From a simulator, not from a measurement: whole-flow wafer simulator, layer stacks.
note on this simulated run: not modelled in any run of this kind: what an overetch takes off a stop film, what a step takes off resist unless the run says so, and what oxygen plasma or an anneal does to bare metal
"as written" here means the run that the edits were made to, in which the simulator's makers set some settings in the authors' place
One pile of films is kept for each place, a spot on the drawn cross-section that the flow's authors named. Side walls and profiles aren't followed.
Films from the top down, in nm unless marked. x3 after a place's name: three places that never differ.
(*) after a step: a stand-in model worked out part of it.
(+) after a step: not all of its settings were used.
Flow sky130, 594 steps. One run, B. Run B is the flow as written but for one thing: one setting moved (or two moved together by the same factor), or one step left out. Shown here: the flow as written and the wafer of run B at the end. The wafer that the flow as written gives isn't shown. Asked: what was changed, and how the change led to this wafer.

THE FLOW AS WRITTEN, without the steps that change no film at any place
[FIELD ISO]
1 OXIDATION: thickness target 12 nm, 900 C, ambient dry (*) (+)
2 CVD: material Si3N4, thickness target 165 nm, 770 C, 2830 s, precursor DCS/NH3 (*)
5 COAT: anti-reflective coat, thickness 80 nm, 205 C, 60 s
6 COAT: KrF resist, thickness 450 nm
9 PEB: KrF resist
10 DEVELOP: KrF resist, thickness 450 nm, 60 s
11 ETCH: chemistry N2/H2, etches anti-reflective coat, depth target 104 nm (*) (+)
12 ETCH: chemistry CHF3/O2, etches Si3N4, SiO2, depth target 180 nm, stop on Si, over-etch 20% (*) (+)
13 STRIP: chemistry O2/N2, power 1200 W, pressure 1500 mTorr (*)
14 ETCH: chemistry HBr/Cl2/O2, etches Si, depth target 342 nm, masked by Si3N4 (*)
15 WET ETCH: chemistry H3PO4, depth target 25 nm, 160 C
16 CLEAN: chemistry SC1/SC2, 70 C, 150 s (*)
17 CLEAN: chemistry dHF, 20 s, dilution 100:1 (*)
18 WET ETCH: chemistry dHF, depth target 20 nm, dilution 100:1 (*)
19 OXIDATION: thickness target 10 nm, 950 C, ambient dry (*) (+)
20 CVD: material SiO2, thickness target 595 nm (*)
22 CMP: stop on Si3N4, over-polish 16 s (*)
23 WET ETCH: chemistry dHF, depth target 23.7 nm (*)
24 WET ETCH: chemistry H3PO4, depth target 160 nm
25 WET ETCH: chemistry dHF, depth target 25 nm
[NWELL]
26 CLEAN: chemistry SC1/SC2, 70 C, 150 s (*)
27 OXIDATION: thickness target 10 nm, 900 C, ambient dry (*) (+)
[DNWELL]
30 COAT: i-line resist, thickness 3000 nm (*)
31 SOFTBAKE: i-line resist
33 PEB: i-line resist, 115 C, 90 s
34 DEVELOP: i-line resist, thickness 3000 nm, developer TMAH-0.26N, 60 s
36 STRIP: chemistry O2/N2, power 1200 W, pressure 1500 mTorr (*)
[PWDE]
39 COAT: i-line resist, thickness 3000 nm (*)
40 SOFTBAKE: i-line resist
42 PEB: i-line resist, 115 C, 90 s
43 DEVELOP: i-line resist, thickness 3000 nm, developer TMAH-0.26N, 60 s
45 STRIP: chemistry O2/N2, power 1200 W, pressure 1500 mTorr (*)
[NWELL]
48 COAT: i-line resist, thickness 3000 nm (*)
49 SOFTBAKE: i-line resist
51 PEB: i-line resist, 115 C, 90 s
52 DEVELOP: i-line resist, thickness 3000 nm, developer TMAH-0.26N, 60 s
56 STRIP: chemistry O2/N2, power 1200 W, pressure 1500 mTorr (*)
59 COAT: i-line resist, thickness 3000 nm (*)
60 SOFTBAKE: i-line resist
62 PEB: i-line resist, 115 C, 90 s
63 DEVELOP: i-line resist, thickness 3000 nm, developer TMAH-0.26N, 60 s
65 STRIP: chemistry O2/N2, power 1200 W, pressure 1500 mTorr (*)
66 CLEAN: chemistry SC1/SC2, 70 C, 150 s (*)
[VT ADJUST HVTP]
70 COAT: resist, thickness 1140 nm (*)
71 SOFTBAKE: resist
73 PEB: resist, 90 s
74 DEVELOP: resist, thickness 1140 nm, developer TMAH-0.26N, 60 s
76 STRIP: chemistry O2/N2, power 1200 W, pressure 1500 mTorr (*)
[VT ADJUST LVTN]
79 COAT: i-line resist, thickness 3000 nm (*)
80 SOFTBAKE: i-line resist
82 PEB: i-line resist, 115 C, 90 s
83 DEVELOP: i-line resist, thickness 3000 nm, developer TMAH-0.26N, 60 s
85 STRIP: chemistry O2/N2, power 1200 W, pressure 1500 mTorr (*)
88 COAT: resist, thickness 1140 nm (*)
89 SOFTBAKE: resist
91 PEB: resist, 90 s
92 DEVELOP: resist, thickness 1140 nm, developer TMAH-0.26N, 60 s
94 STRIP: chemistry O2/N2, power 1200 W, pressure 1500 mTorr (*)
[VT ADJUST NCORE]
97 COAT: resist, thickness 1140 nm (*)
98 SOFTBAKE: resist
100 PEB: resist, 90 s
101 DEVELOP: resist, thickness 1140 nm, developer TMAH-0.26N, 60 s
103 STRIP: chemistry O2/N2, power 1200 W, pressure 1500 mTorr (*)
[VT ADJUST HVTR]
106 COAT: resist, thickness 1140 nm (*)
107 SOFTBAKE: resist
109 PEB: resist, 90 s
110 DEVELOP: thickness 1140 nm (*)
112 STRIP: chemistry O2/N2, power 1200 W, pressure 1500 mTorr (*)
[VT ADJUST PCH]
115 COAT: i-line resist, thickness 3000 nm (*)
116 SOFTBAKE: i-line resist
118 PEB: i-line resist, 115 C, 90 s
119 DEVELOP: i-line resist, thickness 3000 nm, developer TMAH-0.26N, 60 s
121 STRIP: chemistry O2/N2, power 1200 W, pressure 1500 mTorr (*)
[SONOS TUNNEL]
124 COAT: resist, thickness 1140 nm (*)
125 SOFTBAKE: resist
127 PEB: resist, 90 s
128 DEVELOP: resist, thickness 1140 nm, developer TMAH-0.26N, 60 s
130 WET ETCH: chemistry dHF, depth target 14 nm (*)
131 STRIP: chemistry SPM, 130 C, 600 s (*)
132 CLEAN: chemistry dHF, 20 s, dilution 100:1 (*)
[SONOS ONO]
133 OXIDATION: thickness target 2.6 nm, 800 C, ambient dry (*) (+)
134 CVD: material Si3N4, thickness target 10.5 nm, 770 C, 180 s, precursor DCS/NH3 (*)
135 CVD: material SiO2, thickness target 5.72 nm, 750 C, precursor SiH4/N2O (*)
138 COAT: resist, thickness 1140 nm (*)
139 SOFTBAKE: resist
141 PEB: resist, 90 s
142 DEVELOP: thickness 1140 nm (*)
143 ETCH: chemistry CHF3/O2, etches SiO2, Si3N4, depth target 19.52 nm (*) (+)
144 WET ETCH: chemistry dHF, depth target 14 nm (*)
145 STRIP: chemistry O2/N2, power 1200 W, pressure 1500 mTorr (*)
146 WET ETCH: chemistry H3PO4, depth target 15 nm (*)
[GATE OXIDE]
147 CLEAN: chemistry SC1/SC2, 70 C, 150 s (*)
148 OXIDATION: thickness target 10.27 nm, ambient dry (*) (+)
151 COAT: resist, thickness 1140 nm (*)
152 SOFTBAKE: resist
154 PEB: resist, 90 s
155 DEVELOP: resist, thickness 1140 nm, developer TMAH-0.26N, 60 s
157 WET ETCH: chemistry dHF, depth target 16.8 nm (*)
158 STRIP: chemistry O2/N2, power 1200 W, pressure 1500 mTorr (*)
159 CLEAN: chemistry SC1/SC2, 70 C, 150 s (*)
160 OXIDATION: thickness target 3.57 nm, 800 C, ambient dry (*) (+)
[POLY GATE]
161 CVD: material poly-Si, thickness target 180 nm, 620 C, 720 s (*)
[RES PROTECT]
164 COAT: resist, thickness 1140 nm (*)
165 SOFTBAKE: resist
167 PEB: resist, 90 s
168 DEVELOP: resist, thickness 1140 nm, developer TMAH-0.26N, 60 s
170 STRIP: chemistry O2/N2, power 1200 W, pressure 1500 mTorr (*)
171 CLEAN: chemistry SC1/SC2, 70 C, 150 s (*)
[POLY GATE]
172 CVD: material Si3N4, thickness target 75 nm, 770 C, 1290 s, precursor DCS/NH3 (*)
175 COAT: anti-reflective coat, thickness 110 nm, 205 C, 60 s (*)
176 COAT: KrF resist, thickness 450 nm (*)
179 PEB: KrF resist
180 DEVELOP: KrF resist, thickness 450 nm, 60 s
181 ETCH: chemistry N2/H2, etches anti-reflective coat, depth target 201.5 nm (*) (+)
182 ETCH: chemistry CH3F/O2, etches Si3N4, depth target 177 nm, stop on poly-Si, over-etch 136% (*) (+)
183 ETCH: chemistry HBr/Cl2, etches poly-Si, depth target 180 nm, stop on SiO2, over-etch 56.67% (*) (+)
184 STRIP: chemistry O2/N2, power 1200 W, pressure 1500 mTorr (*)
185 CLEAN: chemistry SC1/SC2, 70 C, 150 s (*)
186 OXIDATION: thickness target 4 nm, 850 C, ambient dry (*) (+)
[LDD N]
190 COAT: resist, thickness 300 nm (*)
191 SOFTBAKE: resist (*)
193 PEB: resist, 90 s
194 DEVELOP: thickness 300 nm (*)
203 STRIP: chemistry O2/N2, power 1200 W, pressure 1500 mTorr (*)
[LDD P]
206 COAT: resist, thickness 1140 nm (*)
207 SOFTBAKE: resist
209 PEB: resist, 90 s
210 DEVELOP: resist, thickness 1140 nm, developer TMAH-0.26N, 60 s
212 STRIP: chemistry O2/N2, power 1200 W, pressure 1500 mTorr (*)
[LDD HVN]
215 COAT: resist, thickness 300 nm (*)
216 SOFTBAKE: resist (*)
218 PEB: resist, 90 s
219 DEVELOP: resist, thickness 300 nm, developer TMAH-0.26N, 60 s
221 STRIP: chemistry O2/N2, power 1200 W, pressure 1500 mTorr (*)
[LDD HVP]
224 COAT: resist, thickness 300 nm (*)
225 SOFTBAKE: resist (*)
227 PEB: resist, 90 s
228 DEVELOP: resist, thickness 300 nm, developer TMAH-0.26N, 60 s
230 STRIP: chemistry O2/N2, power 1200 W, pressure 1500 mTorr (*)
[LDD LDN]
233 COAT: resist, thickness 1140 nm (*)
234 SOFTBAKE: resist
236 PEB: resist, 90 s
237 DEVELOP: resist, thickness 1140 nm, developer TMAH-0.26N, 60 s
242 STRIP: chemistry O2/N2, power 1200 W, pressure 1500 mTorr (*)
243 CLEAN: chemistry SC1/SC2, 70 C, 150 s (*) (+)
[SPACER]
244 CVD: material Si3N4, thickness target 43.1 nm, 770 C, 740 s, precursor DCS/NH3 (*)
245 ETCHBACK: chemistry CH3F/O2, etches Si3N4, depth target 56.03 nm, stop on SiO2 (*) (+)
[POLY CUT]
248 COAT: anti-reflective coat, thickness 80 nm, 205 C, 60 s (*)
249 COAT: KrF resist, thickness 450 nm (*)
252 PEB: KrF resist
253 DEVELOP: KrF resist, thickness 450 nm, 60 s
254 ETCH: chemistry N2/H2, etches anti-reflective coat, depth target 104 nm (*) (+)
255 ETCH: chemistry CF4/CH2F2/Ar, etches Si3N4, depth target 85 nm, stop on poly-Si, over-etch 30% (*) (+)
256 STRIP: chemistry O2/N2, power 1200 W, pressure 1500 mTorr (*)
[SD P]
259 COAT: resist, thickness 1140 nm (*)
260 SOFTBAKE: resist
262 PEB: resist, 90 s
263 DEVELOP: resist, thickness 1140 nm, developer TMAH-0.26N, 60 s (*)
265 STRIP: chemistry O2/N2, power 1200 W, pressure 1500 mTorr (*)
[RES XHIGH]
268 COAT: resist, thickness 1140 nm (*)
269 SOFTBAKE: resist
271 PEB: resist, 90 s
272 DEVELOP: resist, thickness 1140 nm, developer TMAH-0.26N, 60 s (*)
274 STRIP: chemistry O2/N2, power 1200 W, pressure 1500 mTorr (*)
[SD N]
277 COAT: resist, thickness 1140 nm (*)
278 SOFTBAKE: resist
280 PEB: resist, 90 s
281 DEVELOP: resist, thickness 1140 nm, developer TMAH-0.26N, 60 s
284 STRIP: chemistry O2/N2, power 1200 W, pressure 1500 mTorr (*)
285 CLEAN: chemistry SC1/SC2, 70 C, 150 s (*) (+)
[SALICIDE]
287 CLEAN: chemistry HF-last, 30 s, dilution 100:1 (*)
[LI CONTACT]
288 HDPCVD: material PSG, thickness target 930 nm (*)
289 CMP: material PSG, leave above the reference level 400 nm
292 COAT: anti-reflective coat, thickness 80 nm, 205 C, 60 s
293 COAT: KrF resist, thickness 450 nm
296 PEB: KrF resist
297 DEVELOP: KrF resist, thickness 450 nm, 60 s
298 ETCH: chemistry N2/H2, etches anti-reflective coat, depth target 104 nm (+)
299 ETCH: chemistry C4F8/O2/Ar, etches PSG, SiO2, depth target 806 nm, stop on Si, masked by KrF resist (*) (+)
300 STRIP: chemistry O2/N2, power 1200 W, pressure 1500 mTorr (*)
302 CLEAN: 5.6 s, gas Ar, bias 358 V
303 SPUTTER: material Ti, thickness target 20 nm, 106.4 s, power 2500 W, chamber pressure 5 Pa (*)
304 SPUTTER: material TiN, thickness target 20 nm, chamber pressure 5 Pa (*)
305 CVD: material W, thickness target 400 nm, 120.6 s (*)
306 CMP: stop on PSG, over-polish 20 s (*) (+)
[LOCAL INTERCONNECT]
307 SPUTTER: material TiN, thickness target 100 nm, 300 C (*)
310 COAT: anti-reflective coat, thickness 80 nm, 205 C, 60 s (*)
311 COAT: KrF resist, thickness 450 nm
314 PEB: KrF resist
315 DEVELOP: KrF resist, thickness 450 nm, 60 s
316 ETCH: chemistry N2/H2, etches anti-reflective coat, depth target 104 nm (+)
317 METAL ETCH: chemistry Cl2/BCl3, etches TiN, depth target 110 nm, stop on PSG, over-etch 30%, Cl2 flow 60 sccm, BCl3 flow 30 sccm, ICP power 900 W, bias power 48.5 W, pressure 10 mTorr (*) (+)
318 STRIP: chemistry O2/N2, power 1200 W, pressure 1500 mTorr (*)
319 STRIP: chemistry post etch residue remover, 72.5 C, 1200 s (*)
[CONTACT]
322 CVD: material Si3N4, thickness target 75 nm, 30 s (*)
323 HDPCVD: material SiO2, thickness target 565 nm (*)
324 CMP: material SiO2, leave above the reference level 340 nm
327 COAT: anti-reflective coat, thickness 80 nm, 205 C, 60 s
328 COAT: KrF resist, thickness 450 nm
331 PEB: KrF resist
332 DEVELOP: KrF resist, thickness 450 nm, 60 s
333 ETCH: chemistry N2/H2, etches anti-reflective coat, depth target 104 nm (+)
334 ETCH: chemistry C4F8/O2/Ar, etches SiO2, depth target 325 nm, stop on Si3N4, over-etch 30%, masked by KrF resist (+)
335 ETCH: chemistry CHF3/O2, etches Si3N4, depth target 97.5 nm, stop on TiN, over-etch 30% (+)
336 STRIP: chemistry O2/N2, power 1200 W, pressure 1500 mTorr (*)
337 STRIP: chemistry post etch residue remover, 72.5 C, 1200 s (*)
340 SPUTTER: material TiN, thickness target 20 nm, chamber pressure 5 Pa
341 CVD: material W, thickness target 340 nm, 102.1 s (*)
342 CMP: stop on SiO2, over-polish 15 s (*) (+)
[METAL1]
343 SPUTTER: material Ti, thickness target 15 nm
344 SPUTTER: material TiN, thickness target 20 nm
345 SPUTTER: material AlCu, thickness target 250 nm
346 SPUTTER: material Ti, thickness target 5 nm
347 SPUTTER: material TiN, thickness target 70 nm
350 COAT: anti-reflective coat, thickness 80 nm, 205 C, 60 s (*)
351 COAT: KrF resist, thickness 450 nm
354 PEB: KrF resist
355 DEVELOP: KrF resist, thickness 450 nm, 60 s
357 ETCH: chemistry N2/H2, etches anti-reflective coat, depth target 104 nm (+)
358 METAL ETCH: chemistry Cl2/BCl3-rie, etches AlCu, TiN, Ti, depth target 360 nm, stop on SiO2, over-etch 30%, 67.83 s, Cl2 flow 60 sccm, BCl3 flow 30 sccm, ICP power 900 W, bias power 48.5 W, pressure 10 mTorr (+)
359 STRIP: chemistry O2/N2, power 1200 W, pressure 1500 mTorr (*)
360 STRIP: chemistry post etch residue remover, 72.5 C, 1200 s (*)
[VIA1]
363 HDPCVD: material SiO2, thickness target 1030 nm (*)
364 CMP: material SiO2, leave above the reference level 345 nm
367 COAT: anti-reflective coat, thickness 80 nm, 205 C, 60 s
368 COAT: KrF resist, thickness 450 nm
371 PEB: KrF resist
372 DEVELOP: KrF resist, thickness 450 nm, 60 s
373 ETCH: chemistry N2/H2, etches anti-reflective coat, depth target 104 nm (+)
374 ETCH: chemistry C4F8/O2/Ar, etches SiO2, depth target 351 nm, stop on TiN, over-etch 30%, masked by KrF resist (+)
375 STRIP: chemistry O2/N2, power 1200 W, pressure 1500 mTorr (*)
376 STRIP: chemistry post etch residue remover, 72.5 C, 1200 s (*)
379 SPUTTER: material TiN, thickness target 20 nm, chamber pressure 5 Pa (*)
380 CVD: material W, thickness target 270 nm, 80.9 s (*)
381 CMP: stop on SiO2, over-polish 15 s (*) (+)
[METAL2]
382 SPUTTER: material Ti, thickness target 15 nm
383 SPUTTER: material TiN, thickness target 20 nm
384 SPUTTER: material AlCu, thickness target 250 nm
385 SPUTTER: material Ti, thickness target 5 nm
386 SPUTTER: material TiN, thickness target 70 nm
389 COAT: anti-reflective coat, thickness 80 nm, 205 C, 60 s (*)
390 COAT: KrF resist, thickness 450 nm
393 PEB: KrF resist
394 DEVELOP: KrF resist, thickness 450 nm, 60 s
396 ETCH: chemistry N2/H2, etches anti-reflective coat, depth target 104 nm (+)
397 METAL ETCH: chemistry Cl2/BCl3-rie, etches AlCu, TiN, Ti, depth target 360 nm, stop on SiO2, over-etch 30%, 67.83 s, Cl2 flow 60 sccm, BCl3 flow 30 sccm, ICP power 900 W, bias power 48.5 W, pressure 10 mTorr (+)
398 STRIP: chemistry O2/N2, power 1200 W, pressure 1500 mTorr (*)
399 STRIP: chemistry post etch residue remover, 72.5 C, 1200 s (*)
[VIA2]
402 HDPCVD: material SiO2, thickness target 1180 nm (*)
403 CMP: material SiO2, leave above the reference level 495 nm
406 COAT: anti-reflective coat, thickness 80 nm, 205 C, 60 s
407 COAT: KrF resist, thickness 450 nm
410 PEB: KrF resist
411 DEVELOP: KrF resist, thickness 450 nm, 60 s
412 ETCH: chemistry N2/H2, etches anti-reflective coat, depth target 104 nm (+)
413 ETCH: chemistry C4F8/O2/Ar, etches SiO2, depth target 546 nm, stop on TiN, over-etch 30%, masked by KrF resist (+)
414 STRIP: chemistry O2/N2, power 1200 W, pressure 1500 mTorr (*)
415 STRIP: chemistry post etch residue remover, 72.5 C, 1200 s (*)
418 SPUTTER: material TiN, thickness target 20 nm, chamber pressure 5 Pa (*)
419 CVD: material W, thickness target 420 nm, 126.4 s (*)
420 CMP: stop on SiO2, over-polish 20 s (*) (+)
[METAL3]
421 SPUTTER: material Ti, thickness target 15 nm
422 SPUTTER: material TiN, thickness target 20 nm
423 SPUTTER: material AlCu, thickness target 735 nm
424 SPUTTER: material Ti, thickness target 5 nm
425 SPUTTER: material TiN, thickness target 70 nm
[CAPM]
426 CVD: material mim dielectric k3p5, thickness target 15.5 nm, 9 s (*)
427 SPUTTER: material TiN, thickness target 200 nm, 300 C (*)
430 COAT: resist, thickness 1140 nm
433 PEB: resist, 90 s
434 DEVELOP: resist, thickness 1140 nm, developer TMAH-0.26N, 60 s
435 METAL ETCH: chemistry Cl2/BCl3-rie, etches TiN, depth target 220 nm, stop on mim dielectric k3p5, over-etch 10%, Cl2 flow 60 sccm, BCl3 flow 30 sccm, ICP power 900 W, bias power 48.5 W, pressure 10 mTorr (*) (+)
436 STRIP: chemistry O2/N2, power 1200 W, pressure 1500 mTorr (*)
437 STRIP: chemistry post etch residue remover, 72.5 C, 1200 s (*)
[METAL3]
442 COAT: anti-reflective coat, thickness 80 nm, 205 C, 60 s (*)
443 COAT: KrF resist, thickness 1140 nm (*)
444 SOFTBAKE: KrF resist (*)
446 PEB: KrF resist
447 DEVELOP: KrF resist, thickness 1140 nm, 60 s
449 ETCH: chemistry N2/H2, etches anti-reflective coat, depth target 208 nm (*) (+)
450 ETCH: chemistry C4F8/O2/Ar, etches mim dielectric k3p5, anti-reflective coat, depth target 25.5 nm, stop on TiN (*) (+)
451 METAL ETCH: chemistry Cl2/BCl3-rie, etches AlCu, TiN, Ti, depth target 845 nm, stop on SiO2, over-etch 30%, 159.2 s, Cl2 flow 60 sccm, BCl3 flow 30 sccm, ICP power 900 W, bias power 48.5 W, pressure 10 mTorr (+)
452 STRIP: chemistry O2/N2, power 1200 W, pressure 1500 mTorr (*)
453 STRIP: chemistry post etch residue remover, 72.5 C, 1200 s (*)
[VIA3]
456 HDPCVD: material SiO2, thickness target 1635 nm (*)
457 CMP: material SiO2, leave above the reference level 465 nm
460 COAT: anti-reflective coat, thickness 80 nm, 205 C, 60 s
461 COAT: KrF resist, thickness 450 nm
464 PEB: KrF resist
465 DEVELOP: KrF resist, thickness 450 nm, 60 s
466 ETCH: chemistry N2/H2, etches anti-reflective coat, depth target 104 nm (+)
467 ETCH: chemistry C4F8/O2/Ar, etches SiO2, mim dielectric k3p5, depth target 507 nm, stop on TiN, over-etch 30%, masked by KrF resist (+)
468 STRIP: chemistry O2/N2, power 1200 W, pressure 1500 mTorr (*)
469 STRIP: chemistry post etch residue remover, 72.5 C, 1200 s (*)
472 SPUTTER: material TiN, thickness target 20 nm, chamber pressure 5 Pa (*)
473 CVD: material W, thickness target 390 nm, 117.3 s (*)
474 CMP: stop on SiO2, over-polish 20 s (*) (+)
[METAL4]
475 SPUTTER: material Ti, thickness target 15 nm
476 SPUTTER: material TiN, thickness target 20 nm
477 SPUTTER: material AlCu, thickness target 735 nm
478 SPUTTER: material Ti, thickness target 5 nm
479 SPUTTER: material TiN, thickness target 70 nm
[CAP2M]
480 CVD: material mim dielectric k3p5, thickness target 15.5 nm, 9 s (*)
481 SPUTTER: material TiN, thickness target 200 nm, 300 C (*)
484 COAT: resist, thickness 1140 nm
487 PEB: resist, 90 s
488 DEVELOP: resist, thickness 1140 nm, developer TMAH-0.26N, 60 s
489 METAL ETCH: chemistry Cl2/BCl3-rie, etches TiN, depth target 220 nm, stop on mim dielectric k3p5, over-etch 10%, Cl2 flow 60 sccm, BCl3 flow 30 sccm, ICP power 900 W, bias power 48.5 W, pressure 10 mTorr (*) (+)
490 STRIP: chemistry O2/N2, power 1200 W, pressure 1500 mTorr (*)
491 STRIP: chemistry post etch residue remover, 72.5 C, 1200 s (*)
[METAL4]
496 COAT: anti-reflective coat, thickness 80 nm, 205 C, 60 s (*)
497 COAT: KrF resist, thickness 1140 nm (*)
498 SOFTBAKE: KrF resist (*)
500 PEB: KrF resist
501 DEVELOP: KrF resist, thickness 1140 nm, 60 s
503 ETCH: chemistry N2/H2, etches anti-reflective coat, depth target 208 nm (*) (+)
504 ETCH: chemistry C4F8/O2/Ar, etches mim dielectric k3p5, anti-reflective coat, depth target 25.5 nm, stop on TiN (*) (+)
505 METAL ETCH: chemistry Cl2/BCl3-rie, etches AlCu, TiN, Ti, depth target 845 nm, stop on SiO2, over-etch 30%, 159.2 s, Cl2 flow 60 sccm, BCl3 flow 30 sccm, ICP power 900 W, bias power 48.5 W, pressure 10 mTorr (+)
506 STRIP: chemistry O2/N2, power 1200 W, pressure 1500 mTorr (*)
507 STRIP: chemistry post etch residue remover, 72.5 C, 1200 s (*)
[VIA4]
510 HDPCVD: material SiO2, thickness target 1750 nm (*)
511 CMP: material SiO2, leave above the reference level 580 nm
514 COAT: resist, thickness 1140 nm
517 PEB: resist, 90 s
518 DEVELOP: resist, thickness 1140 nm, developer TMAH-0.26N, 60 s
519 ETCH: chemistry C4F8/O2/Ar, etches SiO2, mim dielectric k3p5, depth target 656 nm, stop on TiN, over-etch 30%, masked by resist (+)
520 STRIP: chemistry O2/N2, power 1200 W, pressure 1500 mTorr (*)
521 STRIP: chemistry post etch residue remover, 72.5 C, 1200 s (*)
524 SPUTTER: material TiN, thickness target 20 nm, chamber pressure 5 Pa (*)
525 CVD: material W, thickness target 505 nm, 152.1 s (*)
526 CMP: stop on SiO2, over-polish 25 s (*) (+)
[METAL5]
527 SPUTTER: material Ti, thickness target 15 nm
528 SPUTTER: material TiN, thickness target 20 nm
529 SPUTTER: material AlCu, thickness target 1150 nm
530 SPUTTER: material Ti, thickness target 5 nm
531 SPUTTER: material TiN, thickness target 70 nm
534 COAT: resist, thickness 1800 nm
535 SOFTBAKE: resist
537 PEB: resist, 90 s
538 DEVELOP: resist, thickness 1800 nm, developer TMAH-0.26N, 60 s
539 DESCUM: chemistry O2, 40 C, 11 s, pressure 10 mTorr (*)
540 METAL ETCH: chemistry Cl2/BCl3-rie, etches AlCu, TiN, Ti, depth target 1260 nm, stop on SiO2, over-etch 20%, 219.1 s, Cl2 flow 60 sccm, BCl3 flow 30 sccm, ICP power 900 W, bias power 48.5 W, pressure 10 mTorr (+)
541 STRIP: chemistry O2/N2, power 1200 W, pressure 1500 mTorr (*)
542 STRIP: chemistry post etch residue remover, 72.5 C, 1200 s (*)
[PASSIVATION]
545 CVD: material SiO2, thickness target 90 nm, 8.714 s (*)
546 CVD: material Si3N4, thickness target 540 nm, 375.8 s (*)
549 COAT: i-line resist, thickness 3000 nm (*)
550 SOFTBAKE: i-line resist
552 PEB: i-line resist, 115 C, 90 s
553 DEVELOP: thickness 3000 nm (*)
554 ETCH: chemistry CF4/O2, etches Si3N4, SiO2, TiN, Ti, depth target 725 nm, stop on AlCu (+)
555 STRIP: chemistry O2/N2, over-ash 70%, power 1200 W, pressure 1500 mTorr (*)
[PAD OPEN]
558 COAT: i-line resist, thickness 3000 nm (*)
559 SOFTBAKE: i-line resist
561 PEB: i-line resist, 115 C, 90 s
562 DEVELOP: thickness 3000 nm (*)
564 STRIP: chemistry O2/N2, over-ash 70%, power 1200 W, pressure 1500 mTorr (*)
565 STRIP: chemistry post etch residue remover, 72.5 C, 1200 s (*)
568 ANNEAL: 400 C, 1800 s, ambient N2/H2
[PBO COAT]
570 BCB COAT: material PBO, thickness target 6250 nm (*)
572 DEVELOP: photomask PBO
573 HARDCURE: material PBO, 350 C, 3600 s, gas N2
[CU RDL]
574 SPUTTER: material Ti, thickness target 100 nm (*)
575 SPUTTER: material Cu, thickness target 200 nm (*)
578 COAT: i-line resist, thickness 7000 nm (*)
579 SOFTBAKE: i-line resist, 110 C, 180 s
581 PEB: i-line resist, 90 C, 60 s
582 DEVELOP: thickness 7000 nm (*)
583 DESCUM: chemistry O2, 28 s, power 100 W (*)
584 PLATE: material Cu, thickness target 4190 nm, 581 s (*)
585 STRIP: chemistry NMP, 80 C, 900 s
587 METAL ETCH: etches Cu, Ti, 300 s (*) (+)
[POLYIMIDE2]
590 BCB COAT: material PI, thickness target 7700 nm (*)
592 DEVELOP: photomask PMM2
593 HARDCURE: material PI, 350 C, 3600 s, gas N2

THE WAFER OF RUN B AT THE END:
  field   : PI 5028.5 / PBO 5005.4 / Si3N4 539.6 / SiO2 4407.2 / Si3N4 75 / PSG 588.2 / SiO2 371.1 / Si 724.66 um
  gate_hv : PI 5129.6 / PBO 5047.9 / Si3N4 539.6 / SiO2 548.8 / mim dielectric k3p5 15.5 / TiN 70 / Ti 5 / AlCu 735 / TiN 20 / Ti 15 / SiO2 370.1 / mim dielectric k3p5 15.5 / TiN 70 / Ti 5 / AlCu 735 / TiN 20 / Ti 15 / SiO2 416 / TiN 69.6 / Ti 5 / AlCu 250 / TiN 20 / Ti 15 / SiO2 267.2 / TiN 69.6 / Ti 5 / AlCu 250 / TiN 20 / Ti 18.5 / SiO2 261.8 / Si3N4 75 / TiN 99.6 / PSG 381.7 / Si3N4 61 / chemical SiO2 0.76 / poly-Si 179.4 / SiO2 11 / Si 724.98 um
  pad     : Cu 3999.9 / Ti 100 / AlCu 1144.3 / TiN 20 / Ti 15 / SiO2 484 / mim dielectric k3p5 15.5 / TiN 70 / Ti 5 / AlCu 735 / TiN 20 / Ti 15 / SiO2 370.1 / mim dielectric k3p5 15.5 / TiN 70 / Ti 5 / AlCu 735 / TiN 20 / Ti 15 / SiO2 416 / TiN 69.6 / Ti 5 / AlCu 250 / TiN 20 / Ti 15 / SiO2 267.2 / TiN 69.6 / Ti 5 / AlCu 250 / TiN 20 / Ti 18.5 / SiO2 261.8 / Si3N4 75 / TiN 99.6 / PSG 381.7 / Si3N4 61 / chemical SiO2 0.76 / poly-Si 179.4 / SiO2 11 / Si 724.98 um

The cause: step 343, SPUTTER: thickness target 18.5 nm was run, where the flow has thickness target 15 nm.
It can be read off the wafer: gate_hv has Ti 18.5, and step 343 as written asks for 15 nm.

How the change led to this, step by step:
  343 SPUTTER: material Ti, thickness target 15 nm
      field, active, n_well and 188 more: Ti +18.5 (new film) (as written it would be: Ti +15 (new film))
  358 METAL ETCH: chemistry Cl2/BCl3-rie, etches AlCu, TiN, Ti, depth target 360 nm, stop on SiO2, over-etch 30%, 67.83 s, Cl2 flow 60 sccm, BCl3 flow 30 sccm, ICP power 900 W, bias power 48.5 W, pressure 10 mTorr (+)
      field, active, gate and 81 more: TiN -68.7 (all of it), Ti -5 (all of it), AlCu -250 (all of it), TiN -20 (all of it), Ti -18.5 (all of it), SiO2 -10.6 (as written it would be: TiN -68.7 (all of it), Ti -5 (all of it), AlCu -250 (all of it), TiN -20 (all of it), Ti -15 (all of it), SiO2 -10.9)
